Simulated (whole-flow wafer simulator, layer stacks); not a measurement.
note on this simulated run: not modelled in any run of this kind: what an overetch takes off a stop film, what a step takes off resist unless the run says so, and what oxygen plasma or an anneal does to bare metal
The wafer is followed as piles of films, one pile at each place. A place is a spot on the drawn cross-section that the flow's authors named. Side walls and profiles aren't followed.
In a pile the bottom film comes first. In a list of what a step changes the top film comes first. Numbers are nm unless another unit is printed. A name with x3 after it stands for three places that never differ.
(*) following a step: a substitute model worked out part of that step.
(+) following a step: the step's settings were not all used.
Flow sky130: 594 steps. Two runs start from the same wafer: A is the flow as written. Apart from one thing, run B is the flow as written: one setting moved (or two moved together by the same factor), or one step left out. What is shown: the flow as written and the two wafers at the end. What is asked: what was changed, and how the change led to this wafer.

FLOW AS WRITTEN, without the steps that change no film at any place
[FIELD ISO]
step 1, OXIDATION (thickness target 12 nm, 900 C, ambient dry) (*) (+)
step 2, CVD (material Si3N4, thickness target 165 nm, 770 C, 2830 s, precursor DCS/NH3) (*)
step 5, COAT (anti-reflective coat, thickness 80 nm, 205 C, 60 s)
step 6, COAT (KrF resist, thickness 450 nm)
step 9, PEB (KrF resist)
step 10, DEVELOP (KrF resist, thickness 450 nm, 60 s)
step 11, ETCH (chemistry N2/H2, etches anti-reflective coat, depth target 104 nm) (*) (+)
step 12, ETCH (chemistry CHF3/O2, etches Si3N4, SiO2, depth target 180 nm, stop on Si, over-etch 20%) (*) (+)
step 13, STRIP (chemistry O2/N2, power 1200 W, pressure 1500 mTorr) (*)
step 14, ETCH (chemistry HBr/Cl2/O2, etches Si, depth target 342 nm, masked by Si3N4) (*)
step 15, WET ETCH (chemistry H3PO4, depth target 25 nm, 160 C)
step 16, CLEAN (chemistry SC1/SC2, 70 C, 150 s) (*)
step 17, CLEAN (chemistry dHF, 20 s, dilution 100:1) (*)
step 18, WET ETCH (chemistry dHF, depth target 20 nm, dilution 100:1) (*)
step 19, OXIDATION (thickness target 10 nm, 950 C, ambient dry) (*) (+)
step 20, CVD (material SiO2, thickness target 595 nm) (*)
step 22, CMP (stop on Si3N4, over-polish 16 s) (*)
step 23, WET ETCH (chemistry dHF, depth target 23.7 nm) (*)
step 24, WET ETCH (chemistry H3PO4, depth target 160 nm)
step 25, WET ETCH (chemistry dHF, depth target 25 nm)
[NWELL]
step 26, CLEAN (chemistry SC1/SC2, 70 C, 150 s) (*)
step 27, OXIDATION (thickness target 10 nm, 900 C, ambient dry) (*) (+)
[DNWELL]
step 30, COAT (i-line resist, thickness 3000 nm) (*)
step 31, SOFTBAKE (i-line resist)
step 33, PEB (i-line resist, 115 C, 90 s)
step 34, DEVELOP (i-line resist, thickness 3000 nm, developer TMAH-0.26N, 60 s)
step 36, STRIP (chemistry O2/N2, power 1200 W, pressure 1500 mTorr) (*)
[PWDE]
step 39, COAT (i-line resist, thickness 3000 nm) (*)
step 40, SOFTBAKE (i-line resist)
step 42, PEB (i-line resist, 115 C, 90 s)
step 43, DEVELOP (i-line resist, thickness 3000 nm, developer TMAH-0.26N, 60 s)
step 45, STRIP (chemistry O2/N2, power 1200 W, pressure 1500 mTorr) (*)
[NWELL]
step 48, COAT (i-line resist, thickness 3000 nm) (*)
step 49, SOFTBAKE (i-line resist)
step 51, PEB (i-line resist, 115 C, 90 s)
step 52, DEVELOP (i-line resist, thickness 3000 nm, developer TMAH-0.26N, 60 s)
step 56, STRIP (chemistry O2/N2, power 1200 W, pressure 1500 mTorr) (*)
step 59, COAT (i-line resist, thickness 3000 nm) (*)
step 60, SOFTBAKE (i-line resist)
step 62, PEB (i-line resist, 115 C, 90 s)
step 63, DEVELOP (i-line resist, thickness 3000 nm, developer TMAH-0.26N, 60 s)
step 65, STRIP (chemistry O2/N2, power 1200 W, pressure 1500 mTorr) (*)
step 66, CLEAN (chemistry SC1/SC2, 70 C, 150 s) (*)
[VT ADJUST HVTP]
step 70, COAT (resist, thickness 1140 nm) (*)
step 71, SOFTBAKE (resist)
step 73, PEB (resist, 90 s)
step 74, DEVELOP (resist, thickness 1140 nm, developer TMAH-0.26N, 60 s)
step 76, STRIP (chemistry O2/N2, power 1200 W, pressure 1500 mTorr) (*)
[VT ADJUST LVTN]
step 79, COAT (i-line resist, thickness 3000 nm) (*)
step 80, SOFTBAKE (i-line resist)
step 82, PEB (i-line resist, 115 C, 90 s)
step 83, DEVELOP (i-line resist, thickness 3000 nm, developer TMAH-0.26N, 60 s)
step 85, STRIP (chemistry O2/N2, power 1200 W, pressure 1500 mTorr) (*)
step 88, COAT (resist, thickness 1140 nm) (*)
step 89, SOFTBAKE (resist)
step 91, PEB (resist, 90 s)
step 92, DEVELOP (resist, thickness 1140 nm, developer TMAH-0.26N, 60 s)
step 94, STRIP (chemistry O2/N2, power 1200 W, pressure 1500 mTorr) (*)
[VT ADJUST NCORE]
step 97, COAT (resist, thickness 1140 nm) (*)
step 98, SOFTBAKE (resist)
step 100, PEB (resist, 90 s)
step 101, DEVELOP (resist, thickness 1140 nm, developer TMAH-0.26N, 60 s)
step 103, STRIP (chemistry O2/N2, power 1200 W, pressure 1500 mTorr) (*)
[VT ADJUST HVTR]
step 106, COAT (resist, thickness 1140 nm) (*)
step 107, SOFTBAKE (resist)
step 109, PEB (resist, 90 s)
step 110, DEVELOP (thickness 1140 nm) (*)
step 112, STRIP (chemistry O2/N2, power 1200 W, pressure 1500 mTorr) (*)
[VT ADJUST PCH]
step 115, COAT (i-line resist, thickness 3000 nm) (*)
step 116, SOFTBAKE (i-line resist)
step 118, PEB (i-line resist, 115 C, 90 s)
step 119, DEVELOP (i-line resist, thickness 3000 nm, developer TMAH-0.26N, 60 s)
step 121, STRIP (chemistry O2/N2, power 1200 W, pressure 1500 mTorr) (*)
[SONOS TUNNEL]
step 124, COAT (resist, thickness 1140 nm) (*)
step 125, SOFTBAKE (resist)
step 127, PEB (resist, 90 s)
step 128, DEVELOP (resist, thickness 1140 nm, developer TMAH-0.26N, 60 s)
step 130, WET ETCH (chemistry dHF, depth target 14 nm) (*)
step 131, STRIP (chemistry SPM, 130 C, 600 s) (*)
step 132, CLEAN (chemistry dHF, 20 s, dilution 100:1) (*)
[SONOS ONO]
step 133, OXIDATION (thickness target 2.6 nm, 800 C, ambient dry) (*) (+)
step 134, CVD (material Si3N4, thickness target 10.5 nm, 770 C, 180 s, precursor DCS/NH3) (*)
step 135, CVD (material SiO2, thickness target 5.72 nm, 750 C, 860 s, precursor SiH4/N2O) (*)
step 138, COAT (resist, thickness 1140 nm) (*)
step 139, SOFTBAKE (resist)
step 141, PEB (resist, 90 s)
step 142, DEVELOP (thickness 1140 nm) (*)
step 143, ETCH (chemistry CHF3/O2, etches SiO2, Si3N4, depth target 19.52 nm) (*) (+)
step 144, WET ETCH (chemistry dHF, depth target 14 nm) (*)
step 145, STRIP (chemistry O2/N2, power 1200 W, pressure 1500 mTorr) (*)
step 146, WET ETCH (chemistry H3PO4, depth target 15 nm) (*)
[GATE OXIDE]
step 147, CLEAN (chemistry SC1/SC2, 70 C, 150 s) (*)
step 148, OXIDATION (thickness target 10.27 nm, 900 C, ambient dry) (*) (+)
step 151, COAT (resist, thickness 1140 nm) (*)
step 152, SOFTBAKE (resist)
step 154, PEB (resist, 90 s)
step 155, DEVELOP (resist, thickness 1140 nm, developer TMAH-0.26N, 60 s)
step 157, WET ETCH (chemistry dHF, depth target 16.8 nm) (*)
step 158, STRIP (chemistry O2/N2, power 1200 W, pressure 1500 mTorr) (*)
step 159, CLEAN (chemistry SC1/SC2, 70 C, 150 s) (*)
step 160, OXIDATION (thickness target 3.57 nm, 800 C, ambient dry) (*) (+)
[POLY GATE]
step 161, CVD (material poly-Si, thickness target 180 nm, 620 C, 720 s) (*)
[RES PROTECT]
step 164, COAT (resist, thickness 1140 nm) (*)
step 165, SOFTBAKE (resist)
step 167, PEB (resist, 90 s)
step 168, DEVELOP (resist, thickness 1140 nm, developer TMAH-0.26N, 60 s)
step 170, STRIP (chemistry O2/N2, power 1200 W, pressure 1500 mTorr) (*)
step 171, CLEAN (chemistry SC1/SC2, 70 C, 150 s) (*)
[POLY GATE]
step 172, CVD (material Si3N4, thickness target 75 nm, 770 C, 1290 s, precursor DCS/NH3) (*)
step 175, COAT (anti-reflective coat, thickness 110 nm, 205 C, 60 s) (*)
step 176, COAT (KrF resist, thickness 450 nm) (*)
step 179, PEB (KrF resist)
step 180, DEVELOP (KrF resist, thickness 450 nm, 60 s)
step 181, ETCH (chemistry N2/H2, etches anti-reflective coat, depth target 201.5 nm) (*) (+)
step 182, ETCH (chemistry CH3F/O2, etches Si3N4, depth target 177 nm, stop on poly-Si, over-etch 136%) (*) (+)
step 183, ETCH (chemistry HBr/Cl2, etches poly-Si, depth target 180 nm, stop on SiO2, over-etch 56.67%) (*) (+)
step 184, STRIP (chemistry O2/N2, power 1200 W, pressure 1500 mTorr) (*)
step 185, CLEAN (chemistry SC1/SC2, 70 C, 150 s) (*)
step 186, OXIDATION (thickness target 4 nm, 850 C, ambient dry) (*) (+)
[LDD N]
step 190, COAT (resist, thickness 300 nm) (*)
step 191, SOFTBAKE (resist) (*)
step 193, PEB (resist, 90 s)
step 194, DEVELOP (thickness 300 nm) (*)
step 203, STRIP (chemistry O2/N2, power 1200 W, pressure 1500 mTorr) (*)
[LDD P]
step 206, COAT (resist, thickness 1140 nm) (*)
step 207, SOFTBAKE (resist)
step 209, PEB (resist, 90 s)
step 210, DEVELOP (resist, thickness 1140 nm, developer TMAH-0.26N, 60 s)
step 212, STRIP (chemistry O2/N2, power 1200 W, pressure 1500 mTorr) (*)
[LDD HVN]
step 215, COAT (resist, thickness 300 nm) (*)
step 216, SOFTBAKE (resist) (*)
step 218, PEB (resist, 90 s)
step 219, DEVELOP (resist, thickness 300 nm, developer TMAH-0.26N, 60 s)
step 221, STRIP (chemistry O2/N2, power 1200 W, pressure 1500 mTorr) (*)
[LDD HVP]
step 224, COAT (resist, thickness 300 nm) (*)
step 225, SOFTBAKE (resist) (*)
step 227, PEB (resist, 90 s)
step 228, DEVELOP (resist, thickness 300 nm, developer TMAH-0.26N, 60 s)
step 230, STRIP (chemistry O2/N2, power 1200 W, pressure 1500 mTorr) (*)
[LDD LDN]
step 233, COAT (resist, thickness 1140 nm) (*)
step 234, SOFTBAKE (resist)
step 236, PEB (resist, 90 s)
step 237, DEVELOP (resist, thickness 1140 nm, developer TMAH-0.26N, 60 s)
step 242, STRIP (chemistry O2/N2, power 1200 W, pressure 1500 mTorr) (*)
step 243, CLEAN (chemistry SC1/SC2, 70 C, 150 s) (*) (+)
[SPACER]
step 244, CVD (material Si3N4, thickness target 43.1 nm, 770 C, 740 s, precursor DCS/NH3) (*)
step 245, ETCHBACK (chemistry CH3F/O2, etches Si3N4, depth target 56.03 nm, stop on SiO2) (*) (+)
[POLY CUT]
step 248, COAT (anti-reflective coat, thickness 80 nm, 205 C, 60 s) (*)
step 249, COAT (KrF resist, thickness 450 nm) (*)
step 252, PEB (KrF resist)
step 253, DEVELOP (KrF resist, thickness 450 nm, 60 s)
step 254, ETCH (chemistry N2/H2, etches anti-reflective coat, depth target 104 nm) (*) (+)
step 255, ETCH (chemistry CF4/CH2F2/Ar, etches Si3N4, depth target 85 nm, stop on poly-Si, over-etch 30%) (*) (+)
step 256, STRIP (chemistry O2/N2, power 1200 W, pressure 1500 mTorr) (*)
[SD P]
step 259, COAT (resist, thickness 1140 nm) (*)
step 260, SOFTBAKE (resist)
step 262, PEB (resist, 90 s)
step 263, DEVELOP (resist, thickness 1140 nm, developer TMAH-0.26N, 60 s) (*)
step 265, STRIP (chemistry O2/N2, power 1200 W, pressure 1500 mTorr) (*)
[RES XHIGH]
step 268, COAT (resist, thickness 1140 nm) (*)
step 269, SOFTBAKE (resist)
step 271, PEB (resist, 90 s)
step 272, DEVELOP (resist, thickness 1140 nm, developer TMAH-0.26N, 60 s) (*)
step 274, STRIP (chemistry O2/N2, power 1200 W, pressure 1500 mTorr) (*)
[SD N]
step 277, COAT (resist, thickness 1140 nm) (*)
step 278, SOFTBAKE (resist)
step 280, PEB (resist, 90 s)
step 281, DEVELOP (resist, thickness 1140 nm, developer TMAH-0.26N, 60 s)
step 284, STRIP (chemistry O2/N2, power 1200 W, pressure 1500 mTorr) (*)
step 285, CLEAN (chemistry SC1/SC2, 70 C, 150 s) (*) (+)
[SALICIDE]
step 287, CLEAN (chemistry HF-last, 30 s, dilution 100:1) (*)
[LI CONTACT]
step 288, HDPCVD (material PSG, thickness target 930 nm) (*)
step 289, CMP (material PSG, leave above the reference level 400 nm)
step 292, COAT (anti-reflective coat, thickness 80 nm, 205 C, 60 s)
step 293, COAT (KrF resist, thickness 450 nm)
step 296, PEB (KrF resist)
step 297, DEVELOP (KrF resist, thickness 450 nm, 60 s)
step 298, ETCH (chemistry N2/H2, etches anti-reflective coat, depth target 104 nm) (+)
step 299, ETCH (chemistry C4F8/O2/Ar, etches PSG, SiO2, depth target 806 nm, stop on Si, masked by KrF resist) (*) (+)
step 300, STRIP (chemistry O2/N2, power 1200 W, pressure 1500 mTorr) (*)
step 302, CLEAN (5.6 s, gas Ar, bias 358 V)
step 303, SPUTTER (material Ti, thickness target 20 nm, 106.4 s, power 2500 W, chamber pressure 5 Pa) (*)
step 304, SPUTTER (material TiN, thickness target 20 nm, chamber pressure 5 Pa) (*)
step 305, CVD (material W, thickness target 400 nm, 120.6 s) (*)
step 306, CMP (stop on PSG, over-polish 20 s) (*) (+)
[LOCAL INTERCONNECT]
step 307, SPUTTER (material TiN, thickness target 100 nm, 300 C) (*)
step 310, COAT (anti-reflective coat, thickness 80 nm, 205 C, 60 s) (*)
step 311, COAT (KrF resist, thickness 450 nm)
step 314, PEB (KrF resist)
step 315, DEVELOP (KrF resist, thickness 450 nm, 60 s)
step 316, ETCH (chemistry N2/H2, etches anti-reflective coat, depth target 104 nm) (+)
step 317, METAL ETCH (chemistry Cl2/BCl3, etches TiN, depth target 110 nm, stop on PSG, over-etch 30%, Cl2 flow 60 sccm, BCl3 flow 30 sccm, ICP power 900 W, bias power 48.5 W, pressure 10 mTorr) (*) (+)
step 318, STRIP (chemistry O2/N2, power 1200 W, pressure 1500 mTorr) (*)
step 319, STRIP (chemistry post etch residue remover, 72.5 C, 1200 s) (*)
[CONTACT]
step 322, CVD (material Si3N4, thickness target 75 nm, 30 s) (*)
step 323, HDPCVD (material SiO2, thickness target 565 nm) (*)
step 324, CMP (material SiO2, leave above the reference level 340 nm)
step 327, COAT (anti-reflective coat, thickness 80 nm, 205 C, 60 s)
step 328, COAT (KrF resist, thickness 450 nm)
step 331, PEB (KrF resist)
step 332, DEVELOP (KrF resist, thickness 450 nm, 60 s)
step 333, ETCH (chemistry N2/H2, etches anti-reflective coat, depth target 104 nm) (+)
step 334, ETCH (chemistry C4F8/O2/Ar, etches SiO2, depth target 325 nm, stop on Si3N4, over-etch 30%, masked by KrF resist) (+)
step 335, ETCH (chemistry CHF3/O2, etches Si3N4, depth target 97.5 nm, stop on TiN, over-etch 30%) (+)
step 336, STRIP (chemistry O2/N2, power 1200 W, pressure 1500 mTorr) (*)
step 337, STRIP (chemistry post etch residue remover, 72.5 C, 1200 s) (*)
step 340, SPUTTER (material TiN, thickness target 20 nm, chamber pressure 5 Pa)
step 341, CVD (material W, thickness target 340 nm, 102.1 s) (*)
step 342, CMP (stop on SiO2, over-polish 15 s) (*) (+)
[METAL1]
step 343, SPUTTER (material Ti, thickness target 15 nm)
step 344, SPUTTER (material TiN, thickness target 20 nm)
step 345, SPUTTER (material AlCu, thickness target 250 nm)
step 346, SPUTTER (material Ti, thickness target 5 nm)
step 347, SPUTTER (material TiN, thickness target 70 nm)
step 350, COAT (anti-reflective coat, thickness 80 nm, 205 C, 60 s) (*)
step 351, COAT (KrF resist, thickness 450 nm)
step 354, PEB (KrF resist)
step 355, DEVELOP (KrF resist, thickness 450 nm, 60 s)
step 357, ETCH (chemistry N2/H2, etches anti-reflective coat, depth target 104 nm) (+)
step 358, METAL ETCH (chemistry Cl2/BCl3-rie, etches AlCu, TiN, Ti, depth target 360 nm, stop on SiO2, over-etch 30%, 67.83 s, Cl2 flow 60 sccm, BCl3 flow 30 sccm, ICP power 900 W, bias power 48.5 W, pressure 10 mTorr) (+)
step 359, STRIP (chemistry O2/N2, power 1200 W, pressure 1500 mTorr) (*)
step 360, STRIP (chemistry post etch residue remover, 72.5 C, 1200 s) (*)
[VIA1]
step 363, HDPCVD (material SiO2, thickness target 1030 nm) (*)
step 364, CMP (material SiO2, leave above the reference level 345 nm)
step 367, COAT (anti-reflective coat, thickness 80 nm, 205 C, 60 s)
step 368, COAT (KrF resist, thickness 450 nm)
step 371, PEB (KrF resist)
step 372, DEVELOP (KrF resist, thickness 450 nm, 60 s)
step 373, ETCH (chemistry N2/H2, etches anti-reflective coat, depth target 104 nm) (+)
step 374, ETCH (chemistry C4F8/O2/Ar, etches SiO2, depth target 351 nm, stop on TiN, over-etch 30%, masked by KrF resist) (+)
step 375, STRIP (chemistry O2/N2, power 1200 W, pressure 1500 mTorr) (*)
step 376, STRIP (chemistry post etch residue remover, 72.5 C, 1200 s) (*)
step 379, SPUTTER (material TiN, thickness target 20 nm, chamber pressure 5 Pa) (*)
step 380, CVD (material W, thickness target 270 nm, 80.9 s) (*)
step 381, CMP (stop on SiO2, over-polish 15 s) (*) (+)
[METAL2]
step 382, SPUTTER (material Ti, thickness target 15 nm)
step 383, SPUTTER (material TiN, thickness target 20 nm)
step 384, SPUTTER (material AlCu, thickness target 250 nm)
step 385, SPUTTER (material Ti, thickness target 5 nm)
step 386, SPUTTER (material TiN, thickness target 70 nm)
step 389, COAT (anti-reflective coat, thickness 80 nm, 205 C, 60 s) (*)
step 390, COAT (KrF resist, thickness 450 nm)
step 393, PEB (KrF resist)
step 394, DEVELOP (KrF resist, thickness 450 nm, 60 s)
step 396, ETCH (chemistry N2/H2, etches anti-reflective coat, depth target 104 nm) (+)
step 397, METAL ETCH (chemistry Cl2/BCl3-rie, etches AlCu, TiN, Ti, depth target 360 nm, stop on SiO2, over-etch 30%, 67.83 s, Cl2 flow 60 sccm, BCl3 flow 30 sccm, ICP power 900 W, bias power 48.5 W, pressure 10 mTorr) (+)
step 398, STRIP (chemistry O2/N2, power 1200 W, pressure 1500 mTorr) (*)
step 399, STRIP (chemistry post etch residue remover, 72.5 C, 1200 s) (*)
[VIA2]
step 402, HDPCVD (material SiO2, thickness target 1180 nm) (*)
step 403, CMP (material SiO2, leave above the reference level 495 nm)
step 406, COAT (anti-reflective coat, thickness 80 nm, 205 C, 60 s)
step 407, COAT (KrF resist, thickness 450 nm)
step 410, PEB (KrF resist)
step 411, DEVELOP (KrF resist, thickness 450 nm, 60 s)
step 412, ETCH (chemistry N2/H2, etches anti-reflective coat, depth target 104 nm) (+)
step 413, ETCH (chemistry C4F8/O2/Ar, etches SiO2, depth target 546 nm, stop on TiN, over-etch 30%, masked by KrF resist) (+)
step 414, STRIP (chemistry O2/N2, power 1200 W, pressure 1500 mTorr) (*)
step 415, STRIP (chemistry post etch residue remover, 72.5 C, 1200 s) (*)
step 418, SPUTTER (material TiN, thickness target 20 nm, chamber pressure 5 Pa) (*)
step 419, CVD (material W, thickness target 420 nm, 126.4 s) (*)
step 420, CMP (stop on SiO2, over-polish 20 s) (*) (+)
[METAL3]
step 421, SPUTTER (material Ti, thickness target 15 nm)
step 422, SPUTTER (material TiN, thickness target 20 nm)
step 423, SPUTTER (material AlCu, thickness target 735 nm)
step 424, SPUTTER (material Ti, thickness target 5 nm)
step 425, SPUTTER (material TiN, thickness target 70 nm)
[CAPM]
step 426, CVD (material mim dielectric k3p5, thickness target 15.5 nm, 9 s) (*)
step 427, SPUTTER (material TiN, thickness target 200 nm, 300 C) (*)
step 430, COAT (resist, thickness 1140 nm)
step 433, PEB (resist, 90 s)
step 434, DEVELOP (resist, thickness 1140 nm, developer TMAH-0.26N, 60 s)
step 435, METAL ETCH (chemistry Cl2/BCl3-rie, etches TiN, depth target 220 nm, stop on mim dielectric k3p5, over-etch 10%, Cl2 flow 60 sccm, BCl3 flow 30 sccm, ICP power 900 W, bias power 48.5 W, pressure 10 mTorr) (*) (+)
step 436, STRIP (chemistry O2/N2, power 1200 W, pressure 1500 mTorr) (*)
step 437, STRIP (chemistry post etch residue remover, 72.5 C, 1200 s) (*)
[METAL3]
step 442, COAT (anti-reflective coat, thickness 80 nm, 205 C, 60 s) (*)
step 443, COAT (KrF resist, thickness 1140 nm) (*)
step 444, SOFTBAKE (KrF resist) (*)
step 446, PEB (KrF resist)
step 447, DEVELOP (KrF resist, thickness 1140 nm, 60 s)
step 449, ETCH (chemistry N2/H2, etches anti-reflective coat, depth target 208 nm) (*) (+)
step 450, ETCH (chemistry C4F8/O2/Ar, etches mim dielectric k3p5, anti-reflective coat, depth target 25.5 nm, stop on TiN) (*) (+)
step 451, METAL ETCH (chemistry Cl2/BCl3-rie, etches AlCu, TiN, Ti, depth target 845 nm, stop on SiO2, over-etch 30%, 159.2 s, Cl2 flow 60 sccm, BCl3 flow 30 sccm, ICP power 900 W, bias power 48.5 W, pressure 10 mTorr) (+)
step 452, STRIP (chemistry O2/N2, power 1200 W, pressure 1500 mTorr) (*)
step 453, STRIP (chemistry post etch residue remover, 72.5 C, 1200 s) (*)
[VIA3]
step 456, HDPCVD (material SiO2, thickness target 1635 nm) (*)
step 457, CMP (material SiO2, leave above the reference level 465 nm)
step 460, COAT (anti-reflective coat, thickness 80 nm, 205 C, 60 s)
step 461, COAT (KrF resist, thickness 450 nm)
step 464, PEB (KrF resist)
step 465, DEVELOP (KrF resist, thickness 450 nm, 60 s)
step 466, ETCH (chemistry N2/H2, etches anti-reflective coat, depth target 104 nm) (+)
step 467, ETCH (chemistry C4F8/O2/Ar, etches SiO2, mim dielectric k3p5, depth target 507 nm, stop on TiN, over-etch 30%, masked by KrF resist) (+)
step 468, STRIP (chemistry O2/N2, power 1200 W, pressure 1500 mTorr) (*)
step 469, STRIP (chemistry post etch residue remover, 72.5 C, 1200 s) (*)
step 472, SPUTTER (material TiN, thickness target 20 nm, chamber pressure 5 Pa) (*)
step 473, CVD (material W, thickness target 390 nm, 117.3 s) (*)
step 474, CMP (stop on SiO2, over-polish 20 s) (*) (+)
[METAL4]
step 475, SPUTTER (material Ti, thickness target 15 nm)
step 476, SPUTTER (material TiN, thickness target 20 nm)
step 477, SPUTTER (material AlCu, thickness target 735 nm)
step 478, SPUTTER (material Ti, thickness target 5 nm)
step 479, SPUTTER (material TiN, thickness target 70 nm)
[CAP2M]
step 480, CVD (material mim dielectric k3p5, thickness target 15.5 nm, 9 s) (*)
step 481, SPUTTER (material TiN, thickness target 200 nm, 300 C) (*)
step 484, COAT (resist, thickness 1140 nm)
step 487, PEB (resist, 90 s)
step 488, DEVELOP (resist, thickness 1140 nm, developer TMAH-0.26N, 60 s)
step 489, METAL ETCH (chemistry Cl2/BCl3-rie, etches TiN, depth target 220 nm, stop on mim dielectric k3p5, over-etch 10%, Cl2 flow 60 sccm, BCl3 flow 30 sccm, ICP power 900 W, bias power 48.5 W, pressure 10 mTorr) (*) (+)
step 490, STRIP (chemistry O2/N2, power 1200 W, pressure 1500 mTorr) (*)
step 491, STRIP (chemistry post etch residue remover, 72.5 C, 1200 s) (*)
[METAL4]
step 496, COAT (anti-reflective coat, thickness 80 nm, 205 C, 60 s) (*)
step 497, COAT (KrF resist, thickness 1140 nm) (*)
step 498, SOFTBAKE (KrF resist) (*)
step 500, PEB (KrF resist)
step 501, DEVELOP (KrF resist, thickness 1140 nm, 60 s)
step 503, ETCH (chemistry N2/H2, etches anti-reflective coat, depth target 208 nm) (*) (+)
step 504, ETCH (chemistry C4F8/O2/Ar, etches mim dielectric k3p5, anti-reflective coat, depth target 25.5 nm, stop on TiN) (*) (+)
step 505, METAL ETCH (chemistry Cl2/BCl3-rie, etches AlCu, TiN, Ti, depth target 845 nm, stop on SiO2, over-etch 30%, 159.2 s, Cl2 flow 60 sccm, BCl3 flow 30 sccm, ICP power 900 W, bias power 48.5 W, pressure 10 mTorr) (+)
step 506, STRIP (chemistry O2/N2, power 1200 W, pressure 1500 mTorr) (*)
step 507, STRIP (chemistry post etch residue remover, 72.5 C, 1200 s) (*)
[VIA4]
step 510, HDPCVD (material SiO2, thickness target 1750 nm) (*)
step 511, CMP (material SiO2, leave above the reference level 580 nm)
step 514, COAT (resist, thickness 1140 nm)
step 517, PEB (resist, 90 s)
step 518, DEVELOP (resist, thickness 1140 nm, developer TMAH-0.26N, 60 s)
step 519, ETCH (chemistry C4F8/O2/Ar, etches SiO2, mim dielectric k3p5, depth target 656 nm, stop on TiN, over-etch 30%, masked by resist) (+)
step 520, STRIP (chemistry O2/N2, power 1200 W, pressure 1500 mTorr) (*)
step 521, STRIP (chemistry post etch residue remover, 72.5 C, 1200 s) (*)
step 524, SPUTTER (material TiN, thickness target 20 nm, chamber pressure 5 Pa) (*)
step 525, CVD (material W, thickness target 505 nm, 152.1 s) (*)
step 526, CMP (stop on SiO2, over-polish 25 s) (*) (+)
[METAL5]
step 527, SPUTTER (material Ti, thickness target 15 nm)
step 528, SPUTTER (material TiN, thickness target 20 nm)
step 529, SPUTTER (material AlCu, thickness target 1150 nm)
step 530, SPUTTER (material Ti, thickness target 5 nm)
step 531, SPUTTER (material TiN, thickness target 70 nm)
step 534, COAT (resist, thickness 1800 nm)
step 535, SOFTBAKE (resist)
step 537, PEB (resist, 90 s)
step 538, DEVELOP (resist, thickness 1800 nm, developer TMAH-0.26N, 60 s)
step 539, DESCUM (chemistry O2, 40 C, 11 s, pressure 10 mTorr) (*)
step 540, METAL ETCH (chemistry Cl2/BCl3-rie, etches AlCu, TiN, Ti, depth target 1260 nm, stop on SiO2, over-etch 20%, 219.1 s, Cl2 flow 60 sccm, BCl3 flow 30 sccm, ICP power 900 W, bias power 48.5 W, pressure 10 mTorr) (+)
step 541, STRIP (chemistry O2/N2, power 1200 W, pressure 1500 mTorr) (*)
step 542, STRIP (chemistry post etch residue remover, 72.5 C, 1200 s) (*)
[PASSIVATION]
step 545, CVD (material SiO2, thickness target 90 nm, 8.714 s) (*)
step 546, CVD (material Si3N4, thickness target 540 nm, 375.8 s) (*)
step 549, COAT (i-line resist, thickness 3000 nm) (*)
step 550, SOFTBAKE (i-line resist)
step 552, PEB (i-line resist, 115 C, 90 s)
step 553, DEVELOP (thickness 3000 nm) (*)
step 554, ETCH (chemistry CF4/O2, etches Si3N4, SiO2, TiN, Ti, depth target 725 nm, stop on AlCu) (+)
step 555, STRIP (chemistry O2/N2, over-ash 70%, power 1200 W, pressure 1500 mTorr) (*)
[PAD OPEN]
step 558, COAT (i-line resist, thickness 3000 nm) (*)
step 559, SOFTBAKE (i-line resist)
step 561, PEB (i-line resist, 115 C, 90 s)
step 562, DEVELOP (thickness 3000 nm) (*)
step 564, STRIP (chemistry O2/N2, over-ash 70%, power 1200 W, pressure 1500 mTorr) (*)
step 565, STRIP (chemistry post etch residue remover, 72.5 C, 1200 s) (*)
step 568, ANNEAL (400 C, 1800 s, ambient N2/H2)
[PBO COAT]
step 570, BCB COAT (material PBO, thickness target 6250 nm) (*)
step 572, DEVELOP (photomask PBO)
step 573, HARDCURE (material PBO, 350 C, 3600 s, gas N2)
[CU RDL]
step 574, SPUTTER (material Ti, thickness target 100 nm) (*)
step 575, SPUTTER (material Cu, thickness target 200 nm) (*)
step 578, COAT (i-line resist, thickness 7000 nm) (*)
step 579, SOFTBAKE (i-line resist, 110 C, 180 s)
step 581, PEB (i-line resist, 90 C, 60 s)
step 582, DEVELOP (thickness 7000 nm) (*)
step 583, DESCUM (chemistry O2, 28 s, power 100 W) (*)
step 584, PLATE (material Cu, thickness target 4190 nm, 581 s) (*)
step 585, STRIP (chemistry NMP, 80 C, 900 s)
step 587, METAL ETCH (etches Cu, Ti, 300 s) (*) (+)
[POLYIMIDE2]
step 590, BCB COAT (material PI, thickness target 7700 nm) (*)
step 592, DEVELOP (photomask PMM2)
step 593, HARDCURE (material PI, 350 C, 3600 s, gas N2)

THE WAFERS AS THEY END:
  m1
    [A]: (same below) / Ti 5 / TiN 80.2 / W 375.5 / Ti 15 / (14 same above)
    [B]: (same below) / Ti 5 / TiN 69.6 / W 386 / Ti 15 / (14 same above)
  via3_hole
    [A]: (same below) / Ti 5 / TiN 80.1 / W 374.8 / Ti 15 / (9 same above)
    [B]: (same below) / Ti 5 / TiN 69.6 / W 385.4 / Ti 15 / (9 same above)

The reason: step 472, SPUTTER: material TiN, thickness target 20 nm, chamber pressure 5 Pa (*), was omitted.

The path from the change to this, step by step:
  step 474, CMP (stop on SiO2, over-polish 20 s) (*) (+)
      field, active, n_well and 187 more: A -390 W (all of it), -20 TiN (all of it), -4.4 SiO2 | B -390 W (all of it), -4.4 SiO2
      m1, via3_hole: A -415 W | B -395 W
